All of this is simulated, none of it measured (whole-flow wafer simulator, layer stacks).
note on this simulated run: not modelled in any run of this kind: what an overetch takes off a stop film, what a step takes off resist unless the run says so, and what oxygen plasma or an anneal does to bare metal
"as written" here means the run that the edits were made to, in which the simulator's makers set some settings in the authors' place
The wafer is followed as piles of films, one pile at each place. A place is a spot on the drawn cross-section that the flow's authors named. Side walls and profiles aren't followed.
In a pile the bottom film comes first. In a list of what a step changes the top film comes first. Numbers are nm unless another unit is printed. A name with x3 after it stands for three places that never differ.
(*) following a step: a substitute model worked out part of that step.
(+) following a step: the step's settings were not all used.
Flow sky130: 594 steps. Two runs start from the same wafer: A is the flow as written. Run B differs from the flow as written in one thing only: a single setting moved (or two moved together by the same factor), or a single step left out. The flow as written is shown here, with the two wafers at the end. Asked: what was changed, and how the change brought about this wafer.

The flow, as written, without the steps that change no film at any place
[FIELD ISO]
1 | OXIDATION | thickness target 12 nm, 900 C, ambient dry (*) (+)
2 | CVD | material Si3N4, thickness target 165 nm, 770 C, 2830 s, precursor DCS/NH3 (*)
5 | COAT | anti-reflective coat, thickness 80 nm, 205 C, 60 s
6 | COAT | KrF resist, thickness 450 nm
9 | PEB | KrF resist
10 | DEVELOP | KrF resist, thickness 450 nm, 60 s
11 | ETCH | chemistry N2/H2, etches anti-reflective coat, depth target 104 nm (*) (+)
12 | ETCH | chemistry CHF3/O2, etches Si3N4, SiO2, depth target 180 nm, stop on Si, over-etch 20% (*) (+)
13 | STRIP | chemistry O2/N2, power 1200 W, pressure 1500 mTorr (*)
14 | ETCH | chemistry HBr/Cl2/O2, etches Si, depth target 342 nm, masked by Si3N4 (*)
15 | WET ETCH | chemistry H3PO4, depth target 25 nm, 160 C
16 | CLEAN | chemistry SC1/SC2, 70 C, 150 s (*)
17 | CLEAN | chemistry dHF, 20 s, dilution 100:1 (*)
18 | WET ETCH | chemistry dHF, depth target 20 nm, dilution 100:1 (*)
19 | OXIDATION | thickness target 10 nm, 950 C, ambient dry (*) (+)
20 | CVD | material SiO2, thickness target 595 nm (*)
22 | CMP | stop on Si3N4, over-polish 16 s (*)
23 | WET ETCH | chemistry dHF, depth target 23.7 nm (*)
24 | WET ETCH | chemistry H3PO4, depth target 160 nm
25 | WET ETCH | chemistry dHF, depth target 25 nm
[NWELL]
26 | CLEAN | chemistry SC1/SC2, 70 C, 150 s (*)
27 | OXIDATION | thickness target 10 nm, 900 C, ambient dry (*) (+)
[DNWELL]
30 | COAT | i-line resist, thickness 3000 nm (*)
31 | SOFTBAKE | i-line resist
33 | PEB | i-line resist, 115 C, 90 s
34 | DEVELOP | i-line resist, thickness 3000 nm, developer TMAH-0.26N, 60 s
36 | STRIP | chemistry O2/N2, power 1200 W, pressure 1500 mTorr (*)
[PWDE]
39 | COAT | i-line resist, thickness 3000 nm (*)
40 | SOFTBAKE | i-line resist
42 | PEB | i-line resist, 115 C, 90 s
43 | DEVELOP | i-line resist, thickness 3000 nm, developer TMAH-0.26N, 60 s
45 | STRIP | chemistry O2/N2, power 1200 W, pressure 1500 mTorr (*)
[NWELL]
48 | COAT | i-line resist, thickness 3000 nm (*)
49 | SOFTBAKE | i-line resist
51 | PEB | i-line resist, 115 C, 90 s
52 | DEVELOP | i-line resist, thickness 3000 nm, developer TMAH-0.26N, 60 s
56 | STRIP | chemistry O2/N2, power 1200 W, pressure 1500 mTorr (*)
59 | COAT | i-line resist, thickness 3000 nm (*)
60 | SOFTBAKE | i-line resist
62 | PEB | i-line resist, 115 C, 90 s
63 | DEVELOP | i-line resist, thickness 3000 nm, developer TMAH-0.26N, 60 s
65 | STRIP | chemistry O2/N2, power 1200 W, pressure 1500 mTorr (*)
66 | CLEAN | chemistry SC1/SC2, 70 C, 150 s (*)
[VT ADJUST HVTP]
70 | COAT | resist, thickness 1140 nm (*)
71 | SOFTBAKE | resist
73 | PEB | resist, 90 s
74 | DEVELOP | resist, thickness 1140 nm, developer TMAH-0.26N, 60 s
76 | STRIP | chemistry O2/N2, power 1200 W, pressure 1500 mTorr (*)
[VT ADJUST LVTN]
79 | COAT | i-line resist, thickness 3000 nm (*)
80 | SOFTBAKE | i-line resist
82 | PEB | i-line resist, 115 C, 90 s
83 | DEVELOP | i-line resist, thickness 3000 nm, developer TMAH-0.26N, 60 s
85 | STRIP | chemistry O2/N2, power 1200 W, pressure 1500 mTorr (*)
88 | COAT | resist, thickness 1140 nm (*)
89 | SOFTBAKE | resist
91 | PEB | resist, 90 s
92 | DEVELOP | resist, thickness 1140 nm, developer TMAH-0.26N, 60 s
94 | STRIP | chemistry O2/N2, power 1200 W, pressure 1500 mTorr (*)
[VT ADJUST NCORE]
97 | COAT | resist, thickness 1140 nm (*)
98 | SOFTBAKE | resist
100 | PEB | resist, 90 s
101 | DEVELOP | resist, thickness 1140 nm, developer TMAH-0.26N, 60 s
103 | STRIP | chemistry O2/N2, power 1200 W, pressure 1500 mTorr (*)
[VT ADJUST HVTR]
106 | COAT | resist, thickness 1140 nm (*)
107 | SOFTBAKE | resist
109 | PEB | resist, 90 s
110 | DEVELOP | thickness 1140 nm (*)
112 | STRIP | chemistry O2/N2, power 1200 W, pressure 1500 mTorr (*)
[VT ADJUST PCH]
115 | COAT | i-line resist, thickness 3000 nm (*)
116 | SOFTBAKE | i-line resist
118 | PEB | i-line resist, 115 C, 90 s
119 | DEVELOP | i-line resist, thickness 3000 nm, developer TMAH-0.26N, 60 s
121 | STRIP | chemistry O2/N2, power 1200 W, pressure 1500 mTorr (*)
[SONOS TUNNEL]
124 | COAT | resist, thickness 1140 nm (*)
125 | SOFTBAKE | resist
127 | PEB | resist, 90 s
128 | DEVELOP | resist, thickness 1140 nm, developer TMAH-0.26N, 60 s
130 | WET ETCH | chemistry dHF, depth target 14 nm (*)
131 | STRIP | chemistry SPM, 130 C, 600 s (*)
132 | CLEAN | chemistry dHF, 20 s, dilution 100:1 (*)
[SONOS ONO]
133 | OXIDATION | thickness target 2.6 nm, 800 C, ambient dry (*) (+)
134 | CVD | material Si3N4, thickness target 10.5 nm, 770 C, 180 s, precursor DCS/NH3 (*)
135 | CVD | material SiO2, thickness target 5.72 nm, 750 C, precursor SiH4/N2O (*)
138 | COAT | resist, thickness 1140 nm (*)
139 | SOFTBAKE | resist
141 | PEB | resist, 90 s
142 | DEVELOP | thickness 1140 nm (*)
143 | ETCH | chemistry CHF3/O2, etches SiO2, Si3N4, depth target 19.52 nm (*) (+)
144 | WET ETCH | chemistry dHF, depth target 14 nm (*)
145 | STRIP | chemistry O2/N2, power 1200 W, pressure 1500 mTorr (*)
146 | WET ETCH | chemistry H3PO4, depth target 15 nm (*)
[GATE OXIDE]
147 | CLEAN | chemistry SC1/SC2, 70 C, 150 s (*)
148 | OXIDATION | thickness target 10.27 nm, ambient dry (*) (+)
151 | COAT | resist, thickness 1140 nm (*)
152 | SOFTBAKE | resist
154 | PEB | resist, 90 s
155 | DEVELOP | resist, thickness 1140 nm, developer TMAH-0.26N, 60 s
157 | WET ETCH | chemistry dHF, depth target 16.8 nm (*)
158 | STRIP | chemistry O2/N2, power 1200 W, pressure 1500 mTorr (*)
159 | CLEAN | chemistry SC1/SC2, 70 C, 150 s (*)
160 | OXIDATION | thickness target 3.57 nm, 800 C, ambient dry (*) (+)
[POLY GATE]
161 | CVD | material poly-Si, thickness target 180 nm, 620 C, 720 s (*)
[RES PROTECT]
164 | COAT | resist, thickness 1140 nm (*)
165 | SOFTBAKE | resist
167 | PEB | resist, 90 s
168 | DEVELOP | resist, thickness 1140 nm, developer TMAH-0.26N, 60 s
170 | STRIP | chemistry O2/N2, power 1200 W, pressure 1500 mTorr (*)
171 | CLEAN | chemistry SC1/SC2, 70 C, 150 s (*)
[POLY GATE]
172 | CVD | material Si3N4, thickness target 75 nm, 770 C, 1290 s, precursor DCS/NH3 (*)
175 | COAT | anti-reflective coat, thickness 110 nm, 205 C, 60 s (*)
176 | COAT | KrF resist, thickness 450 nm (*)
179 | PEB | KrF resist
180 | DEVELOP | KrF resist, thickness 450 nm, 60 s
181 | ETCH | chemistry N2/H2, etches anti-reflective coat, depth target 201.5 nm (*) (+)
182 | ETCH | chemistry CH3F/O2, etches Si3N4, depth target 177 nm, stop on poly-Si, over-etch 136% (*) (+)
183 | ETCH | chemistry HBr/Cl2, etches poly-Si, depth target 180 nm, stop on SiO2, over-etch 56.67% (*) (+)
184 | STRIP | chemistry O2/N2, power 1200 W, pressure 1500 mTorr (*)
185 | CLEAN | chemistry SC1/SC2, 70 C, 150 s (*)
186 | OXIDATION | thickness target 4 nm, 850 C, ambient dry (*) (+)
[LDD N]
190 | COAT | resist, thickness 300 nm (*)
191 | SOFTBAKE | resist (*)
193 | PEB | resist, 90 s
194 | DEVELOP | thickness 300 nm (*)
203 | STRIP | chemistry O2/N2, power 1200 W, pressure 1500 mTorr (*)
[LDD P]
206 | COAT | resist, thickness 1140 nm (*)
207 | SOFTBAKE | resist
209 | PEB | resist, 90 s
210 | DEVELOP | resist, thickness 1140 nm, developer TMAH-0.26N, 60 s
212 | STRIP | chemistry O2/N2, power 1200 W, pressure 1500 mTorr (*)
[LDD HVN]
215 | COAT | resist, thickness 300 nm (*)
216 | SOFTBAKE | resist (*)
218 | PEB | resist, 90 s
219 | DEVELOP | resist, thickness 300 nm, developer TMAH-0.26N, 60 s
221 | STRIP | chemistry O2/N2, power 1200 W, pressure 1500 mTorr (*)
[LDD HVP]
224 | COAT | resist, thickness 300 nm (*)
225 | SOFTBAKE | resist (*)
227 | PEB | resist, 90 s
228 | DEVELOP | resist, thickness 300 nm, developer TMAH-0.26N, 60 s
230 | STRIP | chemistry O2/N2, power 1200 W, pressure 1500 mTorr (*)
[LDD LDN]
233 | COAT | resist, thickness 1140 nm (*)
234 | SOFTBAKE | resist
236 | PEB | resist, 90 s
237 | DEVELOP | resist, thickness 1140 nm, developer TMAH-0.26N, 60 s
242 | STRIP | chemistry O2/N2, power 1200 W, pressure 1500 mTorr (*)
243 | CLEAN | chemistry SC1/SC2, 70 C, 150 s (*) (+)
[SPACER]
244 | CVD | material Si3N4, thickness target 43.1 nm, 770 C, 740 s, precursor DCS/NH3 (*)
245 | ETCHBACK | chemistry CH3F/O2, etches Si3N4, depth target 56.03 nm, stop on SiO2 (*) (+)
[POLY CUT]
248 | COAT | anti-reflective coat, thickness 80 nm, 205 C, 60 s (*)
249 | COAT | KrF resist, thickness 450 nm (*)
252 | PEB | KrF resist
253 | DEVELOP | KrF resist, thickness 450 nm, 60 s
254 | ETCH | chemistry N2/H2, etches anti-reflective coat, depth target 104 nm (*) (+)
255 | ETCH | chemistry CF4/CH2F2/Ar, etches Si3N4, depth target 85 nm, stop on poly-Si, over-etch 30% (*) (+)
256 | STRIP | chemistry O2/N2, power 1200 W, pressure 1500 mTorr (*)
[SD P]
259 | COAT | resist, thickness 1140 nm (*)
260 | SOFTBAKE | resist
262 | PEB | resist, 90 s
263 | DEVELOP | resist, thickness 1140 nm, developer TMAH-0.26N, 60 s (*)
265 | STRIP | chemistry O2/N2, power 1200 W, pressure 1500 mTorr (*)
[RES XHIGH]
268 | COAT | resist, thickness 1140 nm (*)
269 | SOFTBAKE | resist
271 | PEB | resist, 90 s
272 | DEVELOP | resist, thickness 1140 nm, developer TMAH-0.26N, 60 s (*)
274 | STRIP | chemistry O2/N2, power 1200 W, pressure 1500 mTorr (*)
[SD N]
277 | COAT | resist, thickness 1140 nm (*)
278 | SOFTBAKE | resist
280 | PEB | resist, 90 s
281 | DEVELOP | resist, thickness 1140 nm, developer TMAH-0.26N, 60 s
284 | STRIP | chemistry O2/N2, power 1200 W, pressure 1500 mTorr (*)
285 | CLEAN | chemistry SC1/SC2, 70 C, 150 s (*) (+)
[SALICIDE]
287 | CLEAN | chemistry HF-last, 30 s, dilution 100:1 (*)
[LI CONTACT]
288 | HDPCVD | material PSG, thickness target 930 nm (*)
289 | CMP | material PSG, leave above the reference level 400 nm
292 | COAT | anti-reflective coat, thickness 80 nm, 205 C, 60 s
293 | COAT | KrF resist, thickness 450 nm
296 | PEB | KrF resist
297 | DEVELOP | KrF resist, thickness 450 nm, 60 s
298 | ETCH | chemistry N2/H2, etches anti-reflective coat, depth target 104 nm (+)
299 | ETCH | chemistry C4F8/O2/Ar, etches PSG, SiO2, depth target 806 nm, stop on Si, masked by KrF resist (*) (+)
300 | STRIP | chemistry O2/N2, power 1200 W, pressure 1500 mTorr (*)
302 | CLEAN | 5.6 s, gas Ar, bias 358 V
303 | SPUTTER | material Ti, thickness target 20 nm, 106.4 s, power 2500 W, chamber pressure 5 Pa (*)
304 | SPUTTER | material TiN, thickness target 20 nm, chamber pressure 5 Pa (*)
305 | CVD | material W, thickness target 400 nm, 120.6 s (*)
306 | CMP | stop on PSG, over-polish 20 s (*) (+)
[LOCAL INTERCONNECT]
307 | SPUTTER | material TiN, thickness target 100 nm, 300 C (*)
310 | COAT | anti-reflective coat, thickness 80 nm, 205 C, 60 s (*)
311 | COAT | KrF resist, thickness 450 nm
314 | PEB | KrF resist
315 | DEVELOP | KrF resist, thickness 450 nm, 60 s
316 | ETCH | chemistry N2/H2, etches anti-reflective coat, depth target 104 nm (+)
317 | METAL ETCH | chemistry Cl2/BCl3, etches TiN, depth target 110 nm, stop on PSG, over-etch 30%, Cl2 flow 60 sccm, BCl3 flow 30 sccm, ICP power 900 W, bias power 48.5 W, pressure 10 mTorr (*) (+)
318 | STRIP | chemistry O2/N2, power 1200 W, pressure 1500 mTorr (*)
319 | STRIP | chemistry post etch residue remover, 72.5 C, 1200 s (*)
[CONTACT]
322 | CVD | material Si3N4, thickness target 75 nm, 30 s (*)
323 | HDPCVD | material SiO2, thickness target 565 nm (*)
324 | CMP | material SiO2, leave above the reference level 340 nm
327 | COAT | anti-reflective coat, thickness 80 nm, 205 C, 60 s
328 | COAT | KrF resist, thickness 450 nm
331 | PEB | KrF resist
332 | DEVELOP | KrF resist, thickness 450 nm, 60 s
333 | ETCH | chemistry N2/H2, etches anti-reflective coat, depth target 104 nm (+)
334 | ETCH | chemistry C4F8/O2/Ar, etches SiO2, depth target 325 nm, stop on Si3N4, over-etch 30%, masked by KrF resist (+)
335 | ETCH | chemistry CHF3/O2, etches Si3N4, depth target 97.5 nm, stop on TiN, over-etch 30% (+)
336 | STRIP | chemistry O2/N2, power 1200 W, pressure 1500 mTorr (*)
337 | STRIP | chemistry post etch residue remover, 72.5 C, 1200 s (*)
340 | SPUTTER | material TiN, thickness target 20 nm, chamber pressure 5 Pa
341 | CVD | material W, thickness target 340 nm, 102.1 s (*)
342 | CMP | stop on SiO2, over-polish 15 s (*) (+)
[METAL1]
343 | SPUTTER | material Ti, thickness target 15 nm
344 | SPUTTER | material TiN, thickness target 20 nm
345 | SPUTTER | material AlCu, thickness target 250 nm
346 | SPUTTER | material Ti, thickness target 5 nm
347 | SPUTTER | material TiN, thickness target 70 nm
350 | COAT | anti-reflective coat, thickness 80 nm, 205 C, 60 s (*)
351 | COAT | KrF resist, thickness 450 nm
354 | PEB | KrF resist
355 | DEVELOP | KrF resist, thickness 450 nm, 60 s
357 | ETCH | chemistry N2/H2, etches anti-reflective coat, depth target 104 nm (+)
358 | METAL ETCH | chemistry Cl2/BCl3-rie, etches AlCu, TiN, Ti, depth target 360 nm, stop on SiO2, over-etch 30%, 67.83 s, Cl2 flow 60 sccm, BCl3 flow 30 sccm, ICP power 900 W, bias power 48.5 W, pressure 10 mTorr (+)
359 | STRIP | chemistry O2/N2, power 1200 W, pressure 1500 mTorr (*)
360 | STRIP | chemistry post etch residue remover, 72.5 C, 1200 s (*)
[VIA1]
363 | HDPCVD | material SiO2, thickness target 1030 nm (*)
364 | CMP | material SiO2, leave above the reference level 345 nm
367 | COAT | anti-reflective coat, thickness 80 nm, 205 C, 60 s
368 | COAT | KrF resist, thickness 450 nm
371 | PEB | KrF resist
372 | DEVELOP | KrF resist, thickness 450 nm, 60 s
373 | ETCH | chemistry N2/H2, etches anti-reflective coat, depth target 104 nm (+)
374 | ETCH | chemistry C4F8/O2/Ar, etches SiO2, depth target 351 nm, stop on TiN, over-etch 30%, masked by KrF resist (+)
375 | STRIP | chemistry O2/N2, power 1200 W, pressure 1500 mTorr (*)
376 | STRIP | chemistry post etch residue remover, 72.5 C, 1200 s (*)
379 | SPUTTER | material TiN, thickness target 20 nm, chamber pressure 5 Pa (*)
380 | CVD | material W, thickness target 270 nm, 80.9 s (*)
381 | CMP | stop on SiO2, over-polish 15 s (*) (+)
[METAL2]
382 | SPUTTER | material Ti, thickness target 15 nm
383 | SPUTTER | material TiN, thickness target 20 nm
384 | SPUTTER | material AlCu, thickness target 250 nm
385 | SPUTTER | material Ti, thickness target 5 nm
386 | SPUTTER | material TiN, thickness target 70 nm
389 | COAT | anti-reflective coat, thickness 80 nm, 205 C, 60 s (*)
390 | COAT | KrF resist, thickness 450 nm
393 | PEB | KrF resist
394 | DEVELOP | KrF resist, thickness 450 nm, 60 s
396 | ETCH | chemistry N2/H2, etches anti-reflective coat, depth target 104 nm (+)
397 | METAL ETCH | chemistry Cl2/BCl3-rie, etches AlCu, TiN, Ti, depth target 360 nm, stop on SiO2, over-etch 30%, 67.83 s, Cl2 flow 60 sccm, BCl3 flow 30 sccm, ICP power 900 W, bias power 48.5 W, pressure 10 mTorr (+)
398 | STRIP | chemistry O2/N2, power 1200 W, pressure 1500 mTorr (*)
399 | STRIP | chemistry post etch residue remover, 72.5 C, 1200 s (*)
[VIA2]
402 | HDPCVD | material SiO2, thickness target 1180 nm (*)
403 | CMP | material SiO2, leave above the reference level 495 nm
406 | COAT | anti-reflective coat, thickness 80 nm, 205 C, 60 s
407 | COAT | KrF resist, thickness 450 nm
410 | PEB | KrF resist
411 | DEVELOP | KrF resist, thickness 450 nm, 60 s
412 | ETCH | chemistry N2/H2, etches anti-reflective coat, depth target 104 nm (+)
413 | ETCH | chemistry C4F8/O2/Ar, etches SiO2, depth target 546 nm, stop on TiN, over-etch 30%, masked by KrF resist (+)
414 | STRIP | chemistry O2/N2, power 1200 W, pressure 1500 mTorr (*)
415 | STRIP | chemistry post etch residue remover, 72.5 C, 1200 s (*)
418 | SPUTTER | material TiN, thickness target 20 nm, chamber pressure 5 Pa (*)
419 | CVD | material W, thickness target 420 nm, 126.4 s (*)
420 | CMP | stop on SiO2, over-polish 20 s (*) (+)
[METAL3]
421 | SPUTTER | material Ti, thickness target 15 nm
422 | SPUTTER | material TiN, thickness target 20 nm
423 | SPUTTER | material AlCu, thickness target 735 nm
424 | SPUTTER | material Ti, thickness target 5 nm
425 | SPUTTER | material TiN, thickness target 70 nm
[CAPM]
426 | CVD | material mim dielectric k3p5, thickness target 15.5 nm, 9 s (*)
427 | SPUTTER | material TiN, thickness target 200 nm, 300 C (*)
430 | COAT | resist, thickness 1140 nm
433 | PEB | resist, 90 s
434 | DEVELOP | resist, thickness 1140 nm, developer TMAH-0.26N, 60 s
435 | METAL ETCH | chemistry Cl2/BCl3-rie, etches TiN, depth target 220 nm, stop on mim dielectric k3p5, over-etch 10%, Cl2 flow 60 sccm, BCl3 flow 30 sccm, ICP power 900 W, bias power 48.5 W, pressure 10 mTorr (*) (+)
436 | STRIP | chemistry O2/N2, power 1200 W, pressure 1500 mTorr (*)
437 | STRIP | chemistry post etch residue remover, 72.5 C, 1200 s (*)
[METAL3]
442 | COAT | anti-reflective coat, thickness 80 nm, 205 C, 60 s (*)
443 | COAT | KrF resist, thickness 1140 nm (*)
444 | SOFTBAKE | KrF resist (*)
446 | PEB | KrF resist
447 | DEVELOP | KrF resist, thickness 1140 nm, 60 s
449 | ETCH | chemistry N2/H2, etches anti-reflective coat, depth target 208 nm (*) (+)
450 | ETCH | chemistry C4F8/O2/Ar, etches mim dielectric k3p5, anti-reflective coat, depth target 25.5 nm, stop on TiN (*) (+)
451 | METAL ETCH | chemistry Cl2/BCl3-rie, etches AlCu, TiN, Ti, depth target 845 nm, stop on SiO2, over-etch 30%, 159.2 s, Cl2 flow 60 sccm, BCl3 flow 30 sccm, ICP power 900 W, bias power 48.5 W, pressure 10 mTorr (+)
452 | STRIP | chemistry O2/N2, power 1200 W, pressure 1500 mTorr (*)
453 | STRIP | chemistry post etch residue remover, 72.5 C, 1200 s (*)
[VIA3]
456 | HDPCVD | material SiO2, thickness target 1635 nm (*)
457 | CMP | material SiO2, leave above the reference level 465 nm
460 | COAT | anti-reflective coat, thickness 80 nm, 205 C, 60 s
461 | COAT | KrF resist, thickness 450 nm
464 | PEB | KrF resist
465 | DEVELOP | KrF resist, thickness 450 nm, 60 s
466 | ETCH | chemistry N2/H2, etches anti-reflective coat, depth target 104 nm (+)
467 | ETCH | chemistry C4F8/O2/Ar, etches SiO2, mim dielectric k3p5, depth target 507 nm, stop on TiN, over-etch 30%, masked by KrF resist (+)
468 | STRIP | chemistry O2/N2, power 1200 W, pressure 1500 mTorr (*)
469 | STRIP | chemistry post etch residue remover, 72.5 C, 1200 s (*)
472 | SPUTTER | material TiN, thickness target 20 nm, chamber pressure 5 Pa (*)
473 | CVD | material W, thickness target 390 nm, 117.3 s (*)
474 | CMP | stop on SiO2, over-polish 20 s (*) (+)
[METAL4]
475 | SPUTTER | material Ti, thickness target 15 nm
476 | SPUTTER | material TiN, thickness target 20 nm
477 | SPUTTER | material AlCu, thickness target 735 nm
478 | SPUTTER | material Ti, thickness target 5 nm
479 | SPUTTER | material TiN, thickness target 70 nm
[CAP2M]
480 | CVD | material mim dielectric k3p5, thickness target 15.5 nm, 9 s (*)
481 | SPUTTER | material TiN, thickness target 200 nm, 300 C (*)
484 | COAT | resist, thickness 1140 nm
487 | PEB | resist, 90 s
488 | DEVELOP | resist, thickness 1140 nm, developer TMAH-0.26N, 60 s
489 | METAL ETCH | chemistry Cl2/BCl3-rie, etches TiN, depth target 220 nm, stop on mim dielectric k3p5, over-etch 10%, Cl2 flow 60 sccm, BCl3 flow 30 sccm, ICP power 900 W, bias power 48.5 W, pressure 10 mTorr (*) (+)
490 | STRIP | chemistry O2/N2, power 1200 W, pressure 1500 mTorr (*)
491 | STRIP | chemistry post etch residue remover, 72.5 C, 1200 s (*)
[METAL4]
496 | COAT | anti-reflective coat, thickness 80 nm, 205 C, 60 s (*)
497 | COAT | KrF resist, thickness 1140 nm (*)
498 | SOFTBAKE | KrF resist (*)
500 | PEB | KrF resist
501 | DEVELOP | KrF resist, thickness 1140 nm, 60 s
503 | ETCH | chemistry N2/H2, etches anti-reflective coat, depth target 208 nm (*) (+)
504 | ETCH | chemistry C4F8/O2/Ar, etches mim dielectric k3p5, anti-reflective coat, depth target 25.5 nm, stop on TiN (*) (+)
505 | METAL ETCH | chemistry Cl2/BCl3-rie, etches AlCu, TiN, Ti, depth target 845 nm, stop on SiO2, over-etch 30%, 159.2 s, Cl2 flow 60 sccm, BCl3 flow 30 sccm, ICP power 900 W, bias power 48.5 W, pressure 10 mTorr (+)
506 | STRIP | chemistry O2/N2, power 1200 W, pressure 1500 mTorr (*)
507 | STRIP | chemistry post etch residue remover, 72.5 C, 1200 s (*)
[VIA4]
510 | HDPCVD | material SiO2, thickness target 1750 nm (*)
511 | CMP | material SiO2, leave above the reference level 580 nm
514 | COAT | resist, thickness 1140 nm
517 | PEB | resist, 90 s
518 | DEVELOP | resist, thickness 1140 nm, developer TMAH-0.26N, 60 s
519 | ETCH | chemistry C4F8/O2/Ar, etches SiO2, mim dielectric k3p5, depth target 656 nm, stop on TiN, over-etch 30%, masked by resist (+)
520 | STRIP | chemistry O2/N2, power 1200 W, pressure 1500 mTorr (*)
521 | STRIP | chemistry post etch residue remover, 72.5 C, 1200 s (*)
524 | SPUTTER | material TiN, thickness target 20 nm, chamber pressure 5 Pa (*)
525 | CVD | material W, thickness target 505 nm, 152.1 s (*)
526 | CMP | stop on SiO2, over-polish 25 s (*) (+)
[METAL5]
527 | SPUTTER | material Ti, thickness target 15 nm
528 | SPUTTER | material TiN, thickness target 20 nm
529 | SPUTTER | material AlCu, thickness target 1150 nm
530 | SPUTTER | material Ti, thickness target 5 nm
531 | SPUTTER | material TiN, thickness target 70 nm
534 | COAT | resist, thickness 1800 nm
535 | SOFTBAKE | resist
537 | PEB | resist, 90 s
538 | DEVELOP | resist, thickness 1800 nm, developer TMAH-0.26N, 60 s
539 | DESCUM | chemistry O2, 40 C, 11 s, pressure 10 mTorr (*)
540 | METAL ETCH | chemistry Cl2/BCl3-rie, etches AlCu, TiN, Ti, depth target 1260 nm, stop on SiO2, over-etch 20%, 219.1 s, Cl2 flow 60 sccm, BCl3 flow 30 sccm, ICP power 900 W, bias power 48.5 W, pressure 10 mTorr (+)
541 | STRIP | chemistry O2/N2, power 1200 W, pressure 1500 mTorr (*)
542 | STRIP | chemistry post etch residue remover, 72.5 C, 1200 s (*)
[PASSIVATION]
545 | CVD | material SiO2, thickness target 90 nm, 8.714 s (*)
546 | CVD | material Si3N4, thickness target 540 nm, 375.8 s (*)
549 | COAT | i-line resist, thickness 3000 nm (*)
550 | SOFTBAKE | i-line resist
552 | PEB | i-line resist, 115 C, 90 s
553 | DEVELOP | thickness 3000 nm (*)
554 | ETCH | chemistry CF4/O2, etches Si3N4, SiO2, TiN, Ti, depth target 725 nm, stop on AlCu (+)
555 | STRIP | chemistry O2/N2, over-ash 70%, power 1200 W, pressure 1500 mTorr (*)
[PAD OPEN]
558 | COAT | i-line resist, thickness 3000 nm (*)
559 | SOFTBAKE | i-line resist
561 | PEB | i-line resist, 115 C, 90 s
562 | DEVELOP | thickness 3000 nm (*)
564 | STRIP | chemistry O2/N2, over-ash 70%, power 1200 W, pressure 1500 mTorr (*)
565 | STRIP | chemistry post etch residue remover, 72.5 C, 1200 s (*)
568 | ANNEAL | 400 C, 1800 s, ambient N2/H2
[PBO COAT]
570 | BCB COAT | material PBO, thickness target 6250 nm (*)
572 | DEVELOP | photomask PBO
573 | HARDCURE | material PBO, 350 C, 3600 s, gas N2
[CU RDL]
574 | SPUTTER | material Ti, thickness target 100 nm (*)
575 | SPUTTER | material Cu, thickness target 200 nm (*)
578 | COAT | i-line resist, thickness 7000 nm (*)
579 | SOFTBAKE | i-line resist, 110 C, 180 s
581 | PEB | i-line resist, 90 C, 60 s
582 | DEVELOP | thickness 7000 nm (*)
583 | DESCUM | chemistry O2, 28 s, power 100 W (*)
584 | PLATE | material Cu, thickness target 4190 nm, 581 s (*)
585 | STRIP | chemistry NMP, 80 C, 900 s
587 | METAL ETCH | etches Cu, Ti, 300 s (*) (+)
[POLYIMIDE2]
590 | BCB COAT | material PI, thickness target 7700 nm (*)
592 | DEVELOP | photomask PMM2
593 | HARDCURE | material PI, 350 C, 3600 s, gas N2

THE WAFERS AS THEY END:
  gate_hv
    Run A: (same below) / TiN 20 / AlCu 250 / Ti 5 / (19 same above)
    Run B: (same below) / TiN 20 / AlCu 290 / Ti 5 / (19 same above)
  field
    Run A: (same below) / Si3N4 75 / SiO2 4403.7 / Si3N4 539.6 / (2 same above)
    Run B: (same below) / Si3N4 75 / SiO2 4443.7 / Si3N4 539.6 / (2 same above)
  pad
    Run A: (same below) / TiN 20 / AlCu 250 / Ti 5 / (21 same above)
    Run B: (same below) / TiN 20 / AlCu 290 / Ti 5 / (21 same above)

Cause: step 384, SPUTTER: thickness target 290 nm was run, while the flow as written has thickness target 250 nm.
One can read it off the wafer: gate_hv has AlCu 290, and step 384 as written asks for 250 nm.

How this came from the change, step by step:
  384 | SPUTTER | material AlCu, thickness target 250 nm
      field, active, n_well and 188 more: A +250 AlCu (new film) | B +290 AlCu (new film)
  397 | METAL ETCH | chemistry Cl2/BCl3-rie, etches AlCu, TiN, Ti, depth target 360 nm, stop on SiO2, over-etch 30%, 67.83 s, Cl2 flow 60 sccm, BCl3 flow 30 sccm, ICP power 900 W, bias power 48.5 W, pressure 10 mTorr (+)
      field, active, gate and 82 more: A -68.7 TiN (all of it), -5 Ti (all of it), -250 AlCu (all of it), -20 TiN (all of it), -15 Ti (all of it), -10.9 SiO2 | B -68.7 TiN (all of it), -5 Ti (all of it), -290 AlCu (all of it), -20 TiN (all of it), -15 Ti (all of it), -6.93 SiO2
  403 | CMP | material SiO2, leave above the reference level 495 nm
      field, active, gate and 82 more: A -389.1 SiO2 | B -353.1 SiO2
